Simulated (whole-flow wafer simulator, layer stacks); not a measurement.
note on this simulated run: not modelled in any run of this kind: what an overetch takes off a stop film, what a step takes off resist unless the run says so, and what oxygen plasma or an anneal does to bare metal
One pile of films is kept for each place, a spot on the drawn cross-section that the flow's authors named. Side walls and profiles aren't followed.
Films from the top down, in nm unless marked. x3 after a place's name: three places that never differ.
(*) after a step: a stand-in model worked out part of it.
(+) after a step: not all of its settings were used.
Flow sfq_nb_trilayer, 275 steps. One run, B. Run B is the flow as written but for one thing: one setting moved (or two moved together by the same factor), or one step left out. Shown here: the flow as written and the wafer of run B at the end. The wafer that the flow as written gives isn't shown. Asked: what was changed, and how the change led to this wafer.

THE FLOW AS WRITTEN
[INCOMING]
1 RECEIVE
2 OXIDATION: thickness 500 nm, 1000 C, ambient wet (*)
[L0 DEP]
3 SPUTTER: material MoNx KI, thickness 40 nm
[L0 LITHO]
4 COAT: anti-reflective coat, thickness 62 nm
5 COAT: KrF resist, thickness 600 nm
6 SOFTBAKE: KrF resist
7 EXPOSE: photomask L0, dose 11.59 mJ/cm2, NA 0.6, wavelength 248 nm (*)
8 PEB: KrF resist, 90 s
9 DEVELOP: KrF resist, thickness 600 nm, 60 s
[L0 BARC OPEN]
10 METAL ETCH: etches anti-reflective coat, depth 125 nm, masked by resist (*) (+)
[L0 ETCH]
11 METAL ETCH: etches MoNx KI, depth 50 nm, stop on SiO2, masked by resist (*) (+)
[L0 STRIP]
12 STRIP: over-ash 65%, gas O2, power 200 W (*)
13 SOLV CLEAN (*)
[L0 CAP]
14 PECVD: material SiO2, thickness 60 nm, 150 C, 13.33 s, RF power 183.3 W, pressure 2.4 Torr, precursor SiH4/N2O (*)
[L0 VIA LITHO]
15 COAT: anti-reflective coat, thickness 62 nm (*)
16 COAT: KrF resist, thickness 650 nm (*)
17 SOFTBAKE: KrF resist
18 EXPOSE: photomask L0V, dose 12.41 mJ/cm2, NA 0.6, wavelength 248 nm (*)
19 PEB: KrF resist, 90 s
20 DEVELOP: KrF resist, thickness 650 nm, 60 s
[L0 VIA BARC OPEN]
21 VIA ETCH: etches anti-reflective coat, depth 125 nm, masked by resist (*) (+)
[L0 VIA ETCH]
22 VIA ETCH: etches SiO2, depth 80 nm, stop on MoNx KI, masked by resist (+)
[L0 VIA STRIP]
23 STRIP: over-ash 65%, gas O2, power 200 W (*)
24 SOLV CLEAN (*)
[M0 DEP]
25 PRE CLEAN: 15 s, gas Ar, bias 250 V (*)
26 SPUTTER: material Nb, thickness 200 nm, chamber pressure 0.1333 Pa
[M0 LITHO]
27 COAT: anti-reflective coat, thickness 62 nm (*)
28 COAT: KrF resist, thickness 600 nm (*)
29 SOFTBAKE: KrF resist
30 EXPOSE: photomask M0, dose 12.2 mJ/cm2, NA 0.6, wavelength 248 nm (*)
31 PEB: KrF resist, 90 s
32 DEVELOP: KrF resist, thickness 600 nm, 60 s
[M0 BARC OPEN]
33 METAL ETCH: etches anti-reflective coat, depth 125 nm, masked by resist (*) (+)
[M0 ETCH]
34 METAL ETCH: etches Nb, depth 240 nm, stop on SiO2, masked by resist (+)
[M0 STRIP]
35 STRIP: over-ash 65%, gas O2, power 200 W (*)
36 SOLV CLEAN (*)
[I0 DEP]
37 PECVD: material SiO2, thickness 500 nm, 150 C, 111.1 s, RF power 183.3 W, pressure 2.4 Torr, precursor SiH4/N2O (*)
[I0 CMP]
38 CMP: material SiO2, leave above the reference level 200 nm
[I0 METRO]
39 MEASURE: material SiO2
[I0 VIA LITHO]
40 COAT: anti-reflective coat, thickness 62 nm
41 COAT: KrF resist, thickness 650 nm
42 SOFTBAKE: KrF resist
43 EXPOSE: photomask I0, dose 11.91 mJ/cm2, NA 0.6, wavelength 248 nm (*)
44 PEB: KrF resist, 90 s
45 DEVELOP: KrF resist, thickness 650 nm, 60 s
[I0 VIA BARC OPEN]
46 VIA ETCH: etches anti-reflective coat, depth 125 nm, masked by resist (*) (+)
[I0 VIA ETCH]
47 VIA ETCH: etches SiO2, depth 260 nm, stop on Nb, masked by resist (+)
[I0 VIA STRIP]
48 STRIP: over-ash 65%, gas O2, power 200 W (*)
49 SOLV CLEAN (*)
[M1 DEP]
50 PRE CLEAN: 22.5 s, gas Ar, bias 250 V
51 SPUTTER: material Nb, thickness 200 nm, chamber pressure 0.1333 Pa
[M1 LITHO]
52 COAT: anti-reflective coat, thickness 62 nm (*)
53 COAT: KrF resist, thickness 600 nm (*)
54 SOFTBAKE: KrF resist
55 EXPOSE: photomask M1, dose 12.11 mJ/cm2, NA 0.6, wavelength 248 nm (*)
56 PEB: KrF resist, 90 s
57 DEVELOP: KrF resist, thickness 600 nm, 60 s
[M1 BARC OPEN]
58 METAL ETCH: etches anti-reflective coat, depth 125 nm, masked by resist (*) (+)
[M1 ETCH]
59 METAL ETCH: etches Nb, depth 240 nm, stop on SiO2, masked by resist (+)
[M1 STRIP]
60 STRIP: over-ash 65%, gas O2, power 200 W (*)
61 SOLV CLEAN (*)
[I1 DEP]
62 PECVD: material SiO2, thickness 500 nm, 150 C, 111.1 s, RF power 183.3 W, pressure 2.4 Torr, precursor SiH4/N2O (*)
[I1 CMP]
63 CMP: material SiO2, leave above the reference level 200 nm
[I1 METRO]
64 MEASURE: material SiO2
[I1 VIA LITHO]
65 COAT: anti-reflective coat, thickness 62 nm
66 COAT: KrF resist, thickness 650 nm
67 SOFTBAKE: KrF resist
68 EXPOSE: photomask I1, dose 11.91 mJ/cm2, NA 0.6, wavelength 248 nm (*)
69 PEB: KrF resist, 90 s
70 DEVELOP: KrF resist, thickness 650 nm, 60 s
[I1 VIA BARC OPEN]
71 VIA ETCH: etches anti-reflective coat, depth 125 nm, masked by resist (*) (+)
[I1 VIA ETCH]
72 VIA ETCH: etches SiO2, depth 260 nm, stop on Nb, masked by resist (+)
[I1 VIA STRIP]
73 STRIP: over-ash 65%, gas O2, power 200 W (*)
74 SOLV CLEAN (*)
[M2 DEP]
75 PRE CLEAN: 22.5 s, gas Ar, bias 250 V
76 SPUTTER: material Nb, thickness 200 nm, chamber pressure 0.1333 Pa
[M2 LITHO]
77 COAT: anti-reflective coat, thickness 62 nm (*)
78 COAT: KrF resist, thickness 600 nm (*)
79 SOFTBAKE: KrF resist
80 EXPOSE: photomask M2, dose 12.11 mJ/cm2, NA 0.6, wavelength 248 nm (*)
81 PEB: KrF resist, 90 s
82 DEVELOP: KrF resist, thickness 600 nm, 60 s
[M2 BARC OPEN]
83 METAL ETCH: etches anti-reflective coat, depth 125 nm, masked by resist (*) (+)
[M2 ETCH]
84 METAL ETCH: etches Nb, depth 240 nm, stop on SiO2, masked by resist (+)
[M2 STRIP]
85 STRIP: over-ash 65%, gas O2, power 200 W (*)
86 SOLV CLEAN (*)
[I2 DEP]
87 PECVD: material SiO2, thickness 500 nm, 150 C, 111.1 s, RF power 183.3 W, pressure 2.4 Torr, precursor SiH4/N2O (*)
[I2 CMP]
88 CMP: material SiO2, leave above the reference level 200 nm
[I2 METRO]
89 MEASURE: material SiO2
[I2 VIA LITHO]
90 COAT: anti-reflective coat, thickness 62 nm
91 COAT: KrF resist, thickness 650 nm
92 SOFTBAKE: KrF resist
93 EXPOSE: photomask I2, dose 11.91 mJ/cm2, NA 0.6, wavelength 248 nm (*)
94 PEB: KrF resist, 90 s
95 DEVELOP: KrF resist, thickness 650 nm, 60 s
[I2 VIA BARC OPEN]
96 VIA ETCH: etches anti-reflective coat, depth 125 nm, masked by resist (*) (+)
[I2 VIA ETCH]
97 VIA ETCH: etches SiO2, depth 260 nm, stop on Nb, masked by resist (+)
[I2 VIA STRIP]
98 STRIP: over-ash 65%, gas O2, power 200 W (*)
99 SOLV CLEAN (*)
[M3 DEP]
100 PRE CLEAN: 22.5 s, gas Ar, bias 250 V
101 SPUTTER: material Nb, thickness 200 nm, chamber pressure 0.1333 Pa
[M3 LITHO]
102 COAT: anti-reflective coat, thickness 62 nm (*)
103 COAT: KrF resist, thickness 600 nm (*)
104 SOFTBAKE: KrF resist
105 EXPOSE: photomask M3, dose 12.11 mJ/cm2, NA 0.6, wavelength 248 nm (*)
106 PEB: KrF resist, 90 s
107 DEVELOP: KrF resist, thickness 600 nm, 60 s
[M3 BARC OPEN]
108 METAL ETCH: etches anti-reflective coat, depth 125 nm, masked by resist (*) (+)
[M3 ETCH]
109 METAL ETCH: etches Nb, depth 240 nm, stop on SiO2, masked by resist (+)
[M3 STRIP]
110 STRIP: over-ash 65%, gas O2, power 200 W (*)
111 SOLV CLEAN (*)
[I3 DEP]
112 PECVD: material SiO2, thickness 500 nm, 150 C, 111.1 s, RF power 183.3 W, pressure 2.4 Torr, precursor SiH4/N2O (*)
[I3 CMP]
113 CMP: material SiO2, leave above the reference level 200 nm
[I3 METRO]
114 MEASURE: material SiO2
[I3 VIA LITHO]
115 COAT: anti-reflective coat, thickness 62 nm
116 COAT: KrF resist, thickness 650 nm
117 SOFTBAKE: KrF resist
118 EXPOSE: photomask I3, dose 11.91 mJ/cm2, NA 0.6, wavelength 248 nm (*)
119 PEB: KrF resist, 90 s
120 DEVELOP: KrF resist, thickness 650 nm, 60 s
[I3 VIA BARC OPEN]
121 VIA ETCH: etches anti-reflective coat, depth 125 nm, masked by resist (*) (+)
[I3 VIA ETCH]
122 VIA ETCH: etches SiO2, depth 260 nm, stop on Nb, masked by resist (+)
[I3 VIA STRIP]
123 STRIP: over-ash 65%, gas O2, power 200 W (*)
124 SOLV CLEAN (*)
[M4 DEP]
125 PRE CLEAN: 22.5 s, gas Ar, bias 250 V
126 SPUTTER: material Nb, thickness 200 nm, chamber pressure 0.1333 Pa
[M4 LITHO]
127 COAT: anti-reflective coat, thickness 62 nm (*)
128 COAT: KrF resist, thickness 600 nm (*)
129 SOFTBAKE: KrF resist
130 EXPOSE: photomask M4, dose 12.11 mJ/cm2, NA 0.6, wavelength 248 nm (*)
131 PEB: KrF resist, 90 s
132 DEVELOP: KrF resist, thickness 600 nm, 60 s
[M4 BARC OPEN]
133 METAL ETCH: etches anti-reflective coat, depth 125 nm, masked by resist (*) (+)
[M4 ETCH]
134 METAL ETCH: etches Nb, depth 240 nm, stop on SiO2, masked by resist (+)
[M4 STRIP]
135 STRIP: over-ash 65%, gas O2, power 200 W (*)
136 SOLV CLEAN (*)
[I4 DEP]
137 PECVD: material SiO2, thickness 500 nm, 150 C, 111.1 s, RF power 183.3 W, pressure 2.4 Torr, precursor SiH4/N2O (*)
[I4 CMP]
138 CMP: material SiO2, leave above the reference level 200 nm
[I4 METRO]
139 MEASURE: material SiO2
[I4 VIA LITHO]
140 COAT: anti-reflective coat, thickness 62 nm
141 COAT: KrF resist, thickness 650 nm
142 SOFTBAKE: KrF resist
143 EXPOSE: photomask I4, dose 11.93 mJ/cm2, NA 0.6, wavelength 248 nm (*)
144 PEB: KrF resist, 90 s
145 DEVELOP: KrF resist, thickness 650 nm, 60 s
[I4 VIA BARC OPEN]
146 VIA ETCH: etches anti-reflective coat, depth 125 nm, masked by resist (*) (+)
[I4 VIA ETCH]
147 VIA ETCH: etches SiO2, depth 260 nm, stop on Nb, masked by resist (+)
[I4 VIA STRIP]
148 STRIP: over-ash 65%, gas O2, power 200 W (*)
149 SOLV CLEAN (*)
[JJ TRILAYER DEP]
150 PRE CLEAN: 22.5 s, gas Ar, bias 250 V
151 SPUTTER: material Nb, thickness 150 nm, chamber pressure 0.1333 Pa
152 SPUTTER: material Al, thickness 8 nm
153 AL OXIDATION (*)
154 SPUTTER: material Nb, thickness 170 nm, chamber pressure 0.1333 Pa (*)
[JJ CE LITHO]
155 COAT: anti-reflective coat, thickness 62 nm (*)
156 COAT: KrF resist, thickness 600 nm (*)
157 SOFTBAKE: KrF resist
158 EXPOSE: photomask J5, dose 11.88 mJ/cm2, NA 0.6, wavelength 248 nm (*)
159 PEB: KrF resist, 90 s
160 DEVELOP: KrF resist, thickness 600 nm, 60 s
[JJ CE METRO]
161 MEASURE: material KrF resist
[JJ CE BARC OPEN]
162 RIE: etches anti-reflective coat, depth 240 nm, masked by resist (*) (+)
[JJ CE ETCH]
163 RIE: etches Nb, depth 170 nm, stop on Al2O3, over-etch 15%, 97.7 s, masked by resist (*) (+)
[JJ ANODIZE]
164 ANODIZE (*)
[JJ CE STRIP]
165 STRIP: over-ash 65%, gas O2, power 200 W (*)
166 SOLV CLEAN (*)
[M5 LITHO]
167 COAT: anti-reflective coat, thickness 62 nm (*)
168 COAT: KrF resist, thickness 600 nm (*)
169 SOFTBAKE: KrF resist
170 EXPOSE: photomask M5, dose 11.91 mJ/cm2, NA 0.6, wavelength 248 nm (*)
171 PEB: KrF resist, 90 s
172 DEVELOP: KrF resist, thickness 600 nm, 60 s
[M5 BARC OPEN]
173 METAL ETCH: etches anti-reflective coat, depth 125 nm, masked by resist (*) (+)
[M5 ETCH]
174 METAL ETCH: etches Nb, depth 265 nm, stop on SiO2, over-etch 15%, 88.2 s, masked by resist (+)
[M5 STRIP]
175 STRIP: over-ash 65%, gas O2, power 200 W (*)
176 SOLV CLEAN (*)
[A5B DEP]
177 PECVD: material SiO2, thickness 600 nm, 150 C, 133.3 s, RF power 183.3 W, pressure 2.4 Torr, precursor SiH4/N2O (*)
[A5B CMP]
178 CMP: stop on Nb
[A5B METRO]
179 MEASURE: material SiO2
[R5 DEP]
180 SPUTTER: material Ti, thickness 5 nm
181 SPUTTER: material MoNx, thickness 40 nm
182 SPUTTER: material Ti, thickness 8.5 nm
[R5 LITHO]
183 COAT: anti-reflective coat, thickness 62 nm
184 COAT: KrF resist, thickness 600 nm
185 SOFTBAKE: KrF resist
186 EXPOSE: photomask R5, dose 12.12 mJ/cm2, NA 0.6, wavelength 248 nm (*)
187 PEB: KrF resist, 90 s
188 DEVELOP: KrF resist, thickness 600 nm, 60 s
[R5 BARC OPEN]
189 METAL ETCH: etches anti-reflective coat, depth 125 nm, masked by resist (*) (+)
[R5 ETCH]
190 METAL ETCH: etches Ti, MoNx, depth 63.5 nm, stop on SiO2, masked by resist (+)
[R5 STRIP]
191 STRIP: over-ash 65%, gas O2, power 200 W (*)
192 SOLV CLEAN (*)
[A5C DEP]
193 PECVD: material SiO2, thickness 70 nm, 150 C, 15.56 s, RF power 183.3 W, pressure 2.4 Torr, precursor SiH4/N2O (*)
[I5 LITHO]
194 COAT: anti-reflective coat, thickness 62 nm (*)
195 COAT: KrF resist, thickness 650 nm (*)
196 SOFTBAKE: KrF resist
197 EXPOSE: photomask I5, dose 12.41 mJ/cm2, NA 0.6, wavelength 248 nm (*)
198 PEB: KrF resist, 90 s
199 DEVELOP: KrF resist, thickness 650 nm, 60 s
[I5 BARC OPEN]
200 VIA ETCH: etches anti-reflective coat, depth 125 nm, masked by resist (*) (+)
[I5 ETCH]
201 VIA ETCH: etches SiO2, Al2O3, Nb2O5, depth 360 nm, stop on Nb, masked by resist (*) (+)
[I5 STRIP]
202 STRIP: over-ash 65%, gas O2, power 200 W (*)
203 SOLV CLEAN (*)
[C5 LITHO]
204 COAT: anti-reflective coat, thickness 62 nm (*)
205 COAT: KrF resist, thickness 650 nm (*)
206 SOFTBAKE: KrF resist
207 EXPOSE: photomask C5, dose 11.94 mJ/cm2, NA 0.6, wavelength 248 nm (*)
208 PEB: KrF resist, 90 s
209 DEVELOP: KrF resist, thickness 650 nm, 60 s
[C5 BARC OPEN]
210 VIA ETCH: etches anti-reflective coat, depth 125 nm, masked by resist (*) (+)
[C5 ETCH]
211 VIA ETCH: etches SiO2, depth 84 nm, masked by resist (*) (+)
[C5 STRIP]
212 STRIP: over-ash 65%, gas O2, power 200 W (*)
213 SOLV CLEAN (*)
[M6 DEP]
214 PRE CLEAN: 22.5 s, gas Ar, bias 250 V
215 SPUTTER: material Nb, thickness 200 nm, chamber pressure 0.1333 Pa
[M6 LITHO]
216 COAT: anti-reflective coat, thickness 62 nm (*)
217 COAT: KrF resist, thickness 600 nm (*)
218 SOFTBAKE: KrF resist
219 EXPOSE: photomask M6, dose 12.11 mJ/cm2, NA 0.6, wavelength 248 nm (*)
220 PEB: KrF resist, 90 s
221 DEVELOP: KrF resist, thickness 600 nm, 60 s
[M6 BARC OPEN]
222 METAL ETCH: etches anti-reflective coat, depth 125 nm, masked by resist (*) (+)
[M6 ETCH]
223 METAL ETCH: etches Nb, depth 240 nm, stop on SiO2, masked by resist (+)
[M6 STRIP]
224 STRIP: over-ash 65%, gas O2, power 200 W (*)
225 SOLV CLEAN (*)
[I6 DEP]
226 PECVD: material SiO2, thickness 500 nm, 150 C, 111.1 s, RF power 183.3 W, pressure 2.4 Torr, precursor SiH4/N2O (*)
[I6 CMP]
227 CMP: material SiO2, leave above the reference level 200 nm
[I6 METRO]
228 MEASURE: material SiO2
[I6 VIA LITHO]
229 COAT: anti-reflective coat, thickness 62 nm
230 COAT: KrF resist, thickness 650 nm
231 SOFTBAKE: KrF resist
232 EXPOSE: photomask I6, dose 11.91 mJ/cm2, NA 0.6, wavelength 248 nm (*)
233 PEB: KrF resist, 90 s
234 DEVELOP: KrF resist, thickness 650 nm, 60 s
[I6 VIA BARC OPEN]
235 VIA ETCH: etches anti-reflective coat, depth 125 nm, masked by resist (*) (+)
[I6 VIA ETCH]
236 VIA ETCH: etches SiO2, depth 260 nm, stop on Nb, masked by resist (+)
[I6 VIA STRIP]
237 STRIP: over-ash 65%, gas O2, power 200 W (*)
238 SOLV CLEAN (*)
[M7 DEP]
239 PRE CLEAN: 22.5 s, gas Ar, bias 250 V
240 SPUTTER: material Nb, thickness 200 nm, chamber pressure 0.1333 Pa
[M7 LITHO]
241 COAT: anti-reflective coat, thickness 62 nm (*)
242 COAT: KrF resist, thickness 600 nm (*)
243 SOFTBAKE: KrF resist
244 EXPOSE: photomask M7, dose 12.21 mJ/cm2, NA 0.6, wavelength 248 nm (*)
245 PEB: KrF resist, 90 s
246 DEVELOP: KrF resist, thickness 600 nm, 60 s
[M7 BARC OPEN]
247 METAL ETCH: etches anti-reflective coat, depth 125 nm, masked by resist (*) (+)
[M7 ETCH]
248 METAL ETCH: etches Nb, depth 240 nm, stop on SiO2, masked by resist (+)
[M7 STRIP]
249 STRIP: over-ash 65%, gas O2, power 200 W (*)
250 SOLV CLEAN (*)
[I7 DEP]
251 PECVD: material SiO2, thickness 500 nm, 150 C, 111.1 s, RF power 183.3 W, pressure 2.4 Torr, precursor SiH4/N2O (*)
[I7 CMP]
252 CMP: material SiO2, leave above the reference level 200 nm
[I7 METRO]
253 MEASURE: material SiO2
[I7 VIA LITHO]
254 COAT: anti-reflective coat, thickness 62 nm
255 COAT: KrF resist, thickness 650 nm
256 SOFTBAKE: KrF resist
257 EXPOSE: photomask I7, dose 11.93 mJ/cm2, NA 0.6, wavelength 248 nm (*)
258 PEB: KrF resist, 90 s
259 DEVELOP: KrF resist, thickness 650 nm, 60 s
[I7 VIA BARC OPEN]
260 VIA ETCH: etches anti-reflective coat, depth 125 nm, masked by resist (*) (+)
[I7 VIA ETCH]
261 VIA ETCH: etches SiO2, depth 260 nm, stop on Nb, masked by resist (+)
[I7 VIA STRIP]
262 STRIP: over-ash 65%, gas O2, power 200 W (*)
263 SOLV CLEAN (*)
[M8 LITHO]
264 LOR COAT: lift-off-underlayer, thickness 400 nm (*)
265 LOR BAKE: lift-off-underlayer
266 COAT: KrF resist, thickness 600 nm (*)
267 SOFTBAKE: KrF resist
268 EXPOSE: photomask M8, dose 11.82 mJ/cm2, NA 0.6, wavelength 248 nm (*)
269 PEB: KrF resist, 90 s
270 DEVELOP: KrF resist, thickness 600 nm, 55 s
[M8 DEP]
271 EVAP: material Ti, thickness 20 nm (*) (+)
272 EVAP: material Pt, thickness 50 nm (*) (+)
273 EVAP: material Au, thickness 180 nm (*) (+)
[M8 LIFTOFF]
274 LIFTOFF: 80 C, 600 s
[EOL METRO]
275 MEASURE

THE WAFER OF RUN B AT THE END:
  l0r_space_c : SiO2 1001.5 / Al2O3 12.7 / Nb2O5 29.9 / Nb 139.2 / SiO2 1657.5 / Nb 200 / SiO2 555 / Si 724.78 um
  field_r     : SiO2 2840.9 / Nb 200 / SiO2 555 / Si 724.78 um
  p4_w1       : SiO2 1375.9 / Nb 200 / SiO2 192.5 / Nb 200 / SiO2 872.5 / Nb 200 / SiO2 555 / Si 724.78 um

The cause: step 88, CMP: leave above the reference level 95 nm was run, where the flow has leave above the reference level 200 nm.

How the change led to this, step by step:
  88 CMP: material SiO2, leave above the reference level 200 nm
      field_l, be, be_sur and 81 more: SiO2 -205 (as written it would be: SiO2 -100)
      v_sur, via_wl, via_w and 18 more: SiO2 -405 (as written it would be: SiO2 -300)
      (and at 1 more place)
  97 VIA ETCH: etches SiO2, depth 260 nm, stop on Nb, masked by resist (+)
      field_l, v_sur, via_wl and 102 more: KrF resist -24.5 (as written it would be: KrF resist -44.8)
      via_w: SiO2 -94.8 (all of it) (as written it would be: SiO2 -199.8 (all of it))
  98 STRIP: over-ash 65%, gas O2, power 200 W (*)
      field_l, v_sur, via_wl and 102 more: KrF resist -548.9 (all of it), anti-reflective coat -62 (all of it) (as written it would be: KrF resist -528.6 (all of it), anti-reflective coat -62 (all of it))
  101 SPUTTER: material Nb, thickness 200 nm, chamber pressure 0.1333 Pa
      via_w: Nb +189 (as written it would be: Nb +165.5)
  102 COAT: anti-reflective coat, thickness 62 nm (*)
      via_wl, via_wr: anti-reflective coat +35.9 (new film) (as written it would be: anti-reflective coat +34.2 (new film))
      v_sur: anti-reflective coat +57.4 (new film) (as written it would be: anti-reflective coat +61.1 (new film))
      (and at 2 more places)
  103 COAT: KrF resist, thickness 600 nm (*)
      v_sur: KrF resist +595 (new film) (as written it would be: KrF resist +582.9 (new film))
      via_w: KrF resist +648.4 (new film) (as written it would be: KrF resist +737.9 (new film))
  110 STRIP: over-ash 65%, gas O2, power 200 W (*)
      v_sur: KrF resist -377.4 (all of it), anti-reflective coat -57.4 (all of it) (as written it would be: KrF resist -365.3 (all of it), anti-reflective coat -61.1 (all of it))
      via_wl: KrF resist -395.3 (all of it), anti-reflective coat -35.9 (all of it) (as written it would be: KrF resist -384.2 (all of it), anti-reflective coat -34.2 (all of it))
      (and at 3 more places)
  112 PECVD: material SiO2, thickness 500 nm, 150 C, 111.1 s, RF power 183.3 W, pressure 2.4 Torr, precursor SiH4/N2O (*)
      via_w: SiO2 +500 (new film) (as written it would be: SiO2 +615 (new film))
  113 CMP: material SiO2, leave above the reference level 200 nm
      via_w: SiO2 -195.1 (as written it would be: SiO2 -181.6)
